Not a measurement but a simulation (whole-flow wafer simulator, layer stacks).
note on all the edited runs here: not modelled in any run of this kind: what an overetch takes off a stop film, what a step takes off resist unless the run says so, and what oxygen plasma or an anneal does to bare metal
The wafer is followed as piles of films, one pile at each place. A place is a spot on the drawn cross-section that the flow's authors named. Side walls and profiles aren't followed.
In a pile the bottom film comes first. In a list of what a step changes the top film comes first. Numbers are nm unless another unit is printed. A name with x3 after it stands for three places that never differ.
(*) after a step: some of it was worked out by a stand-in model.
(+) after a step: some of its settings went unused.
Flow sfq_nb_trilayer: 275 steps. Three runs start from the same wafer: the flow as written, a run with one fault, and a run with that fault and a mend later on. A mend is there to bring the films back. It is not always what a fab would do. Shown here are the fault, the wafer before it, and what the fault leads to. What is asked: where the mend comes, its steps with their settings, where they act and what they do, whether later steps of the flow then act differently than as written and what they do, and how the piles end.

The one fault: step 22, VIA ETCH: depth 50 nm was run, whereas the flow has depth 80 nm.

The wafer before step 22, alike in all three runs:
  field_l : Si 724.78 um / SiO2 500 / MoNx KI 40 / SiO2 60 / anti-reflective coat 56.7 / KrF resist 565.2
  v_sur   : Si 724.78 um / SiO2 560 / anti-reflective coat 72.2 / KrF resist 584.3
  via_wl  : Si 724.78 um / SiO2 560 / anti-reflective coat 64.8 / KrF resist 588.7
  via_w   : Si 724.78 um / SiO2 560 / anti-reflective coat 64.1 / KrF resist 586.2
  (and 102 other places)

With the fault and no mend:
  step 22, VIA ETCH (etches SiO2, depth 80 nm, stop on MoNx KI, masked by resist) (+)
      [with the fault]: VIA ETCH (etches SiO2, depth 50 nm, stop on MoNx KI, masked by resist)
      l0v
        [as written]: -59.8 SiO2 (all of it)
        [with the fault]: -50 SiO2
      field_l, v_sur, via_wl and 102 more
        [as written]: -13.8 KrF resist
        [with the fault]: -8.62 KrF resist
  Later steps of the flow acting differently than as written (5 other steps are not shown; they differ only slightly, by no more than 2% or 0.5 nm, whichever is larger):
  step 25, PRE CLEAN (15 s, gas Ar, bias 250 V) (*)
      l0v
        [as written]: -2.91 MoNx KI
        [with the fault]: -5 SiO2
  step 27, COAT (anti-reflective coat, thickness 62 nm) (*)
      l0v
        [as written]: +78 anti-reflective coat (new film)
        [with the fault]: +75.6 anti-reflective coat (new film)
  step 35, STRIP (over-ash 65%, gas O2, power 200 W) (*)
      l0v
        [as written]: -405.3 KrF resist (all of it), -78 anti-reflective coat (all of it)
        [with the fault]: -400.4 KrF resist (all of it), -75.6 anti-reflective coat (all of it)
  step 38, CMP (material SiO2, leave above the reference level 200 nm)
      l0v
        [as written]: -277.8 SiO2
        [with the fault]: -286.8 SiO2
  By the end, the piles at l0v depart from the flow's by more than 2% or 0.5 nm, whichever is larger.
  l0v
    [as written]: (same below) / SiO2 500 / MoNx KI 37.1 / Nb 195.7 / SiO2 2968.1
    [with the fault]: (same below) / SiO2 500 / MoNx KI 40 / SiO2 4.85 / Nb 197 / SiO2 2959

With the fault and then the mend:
  The mend stands after step 22.
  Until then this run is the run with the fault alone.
  step 22a, VIA ETCH (etches SiO2, depth 30 nm, stop on MoNx KI, masked by resist) (+) (the flow's step 22, run once more with other settings)
      field_l, v_sur, via_wl and 102 more
        -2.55 KrF resist
      l0v
        -9.85 SiO2 (all of it)
  Later steps of the flow that are run all act as written at every place that is followed, up to a difference of at most 2% or 0.5 nm, whichever is larger.
  At every place that both follow, the piles at the end match the flow's.
